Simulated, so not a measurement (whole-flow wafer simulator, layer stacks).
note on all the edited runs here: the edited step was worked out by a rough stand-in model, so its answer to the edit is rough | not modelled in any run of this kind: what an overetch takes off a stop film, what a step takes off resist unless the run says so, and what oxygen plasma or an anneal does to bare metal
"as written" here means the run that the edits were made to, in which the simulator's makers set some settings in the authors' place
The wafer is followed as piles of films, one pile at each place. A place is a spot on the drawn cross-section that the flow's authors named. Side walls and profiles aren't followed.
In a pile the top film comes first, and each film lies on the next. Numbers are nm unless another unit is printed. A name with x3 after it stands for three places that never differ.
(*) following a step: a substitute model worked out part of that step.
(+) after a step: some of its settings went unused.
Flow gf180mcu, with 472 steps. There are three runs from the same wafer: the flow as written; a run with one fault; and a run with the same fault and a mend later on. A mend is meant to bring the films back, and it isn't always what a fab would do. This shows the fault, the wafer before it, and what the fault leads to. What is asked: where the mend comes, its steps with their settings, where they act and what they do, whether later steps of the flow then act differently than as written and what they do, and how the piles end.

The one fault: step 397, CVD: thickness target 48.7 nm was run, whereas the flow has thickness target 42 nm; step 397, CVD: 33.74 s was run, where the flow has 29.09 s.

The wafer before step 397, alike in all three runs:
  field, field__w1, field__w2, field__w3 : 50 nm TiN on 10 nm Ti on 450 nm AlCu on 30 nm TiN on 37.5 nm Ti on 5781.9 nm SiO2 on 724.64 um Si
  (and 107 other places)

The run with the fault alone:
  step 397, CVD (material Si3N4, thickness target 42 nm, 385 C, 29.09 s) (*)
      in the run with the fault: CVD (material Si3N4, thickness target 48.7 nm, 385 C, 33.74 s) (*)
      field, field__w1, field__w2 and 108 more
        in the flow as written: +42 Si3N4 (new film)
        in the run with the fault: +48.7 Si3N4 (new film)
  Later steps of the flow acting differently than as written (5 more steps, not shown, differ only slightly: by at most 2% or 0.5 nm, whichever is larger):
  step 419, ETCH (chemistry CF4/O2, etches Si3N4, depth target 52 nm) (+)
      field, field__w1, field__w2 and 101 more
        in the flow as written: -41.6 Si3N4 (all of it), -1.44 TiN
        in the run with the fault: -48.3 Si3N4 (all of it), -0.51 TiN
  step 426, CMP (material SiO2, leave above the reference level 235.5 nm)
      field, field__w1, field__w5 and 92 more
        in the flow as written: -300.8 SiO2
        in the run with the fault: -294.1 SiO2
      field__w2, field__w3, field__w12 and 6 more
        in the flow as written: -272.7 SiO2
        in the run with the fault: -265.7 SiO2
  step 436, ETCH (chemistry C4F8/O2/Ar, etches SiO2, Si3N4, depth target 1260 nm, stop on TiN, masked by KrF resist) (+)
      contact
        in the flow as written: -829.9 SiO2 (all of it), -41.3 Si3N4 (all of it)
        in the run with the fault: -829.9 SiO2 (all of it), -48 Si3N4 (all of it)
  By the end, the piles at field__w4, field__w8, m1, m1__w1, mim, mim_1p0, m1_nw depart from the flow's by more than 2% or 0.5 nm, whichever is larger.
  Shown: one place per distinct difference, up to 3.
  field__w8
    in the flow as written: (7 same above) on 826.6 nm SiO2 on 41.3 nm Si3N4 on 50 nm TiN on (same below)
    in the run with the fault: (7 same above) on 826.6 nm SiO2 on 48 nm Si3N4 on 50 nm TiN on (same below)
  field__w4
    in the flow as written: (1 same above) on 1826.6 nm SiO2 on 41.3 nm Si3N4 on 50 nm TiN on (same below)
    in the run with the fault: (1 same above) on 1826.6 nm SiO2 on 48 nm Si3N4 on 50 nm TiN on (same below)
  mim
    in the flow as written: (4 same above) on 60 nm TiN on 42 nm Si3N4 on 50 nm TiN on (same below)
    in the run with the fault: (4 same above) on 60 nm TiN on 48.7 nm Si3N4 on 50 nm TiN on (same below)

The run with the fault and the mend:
  After step 397 comes the mend.
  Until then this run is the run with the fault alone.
  step 397a, WET ETCH (chemistry H3PO4, depth target 6.7 nm, 160 C) (the flow's step 14 again, with other settings)
      field, field__w1, field__w2 and 108 more
        -6.7 Si3N4
  Every later step of the flow that is run acts as written at every place that is followed.
  The piles end only slightly different from the flow's at the places that both follow, by no more than 2% or 0.5 nm, whichever is larger.
